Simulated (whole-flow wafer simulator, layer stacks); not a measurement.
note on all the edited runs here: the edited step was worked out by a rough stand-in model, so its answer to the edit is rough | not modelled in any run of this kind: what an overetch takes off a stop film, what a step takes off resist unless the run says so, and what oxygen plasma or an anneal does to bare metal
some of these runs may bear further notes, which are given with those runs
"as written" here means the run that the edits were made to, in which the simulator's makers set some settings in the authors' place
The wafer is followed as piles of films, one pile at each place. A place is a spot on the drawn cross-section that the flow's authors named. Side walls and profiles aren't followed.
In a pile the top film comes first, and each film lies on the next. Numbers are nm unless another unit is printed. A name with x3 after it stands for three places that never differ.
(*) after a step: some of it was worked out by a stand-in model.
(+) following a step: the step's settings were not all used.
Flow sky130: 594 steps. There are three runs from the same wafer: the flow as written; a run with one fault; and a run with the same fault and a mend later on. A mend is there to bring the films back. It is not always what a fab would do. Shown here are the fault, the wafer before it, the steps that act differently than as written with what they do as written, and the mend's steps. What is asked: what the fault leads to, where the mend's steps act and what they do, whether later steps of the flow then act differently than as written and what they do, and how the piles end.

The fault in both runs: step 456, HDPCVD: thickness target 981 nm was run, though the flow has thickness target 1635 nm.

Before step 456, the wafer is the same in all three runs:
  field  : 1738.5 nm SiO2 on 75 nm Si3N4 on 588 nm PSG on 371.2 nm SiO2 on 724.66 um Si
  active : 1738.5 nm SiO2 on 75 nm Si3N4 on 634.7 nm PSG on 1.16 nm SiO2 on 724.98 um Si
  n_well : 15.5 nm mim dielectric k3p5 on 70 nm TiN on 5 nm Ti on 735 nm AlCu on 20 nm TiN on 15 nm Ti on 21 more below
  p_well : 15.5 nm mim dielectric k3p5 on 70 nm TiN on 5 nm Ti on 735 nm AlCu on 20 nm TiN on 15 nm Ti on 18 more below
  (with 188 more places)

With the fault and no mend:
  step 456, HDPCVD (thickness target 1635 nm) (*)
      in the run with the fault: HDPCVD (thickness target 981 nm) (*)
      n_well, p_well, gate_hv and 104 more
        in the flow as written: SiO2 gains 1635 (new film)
        in the run with the fault: SiO2 gains 981 (new film)
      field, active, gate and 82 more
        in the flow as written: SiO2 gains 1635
        in the run with the fault: SiO2 gains 981
  Steps further on in the flow that do not act as written (20 other steps are not shown; they differ only slightly, by no more than 2% or 0.5 nm, whichever is larger):
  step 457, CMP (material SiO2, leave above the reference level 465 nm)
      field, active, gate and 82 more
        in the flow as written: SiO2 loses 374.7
        in the run with the fault: nothing
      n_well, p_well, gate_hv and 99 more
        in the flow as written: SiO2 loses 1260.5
        in the run with the fault: SiO2 loses 606.5
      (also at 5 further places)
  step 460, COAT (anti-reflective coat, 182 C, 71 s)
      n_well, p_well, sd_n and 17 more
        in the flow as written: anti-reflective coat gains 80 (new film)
        in the run with the fault: anti-reflective coat gains 3 (new film)
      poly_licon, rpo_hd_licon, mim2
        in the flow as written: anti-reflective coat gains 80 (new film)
        in the run with the fault: anti-reflective coat gains 44 (new film)
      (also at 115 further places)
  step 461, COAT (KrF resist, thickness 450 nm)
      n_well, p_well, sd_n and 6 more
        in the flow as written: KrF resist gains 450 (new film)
        in the run with the fault: KrF resist gains 224.8 (new film)
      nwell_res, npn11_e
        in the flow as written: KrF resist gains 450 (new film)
        in the run with the fault: KrF resist gains 368.7 (new film)
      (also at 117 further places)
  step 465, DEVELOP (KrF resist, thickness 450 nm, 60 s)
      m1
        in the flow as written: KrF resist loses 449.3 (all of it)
        in the run with the fault: KrF resist loses 351.4 (all of it)
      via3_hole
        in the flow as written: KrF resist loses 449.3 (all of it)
        in the run with the fault: KrF resist loses 255.2 (all of it)
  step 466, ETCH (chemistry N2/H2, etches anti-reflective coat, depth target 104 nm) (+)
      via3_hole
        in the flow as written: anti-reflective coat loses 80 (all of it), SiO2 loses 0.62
        in the run with the fault: anti-reflective coat loses 32.7 (all of it)
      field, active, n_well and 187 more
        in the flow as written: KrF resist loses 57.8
        in the run with the fault: KrF resist loses 18.2
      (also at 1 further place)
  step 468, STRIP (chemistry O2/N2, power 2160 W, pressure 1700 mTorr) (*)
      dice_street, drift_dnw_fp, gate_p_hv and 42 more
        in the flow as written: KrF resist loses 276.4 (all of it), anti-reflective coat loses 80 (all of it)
        in the run with the fault: KrF resist loses 316 (all of it), anti-reflective coat loses 80 (all of it)
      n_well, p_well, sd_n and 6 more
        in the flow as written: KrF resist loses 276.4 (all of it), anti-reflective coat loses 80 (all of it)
        in the run with the fault: KrF resist loses 91.2 (all of it), anti-reflective coat loses 3 (all of it)
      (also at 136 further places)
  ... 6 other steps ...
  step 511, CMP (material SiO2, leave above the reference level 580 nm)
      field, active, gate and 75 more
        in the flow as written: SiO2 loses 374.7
        in the run with the fault: SiO2 loses 393.2
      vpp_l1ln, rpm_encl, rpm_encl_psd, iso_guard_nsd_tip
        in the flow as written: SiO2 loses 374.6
        in the run with the fault: SiO2 loses 393.2
  At field, active, gate and 84 more, the piles at the end differ from the flow's by more than 2% or 0.5 nm, whichever is larger.
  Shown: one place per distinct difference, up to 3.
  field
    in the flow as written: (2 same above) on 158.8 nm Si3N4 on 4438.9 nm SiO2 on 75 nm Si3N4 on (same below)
    in the run with the fault: (2 same above) on 158.8 nm Si3N4 on 1451.3 nm SiO2 on 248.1 nm W on 20 nm TiN on 2719.5 nm SiO2 on 75 nm Si3N4 on (same below)
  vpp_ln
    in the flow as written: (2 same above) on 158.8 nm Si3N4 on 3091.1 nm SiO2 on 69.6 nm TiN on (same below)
    in the run with the fault: (2 same above) on 158.8 nm Si3N4 on 1451.3 nm SiO2 on 248.1 nm W on 20 nm TiN on 1371.7 nm SiO2 on 69.6 nm TiN on (same below)
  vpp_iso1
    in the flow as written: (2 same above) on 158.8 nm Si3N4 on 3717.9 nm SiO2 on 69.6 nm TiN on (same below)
    in the run with the fault: (2 same above) on 158.8 nm Si3N4 on 1451.3 nm SiO2 on 248.1 nm W on 20 nm TiN on 1998.5 nm SiO2 on 69.6 nm TiN on (same below)

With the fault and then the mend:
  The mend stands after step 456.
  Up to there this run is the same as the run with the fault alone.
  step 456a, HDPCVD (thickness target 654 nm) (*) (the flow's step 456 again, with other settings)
      field, active, n_well and 189 more
        SiO2 gains 654
  Later steps of the flow that are run all act as written at every place that is followed.
  At every place that both follow, the piles at the end match the flow's.
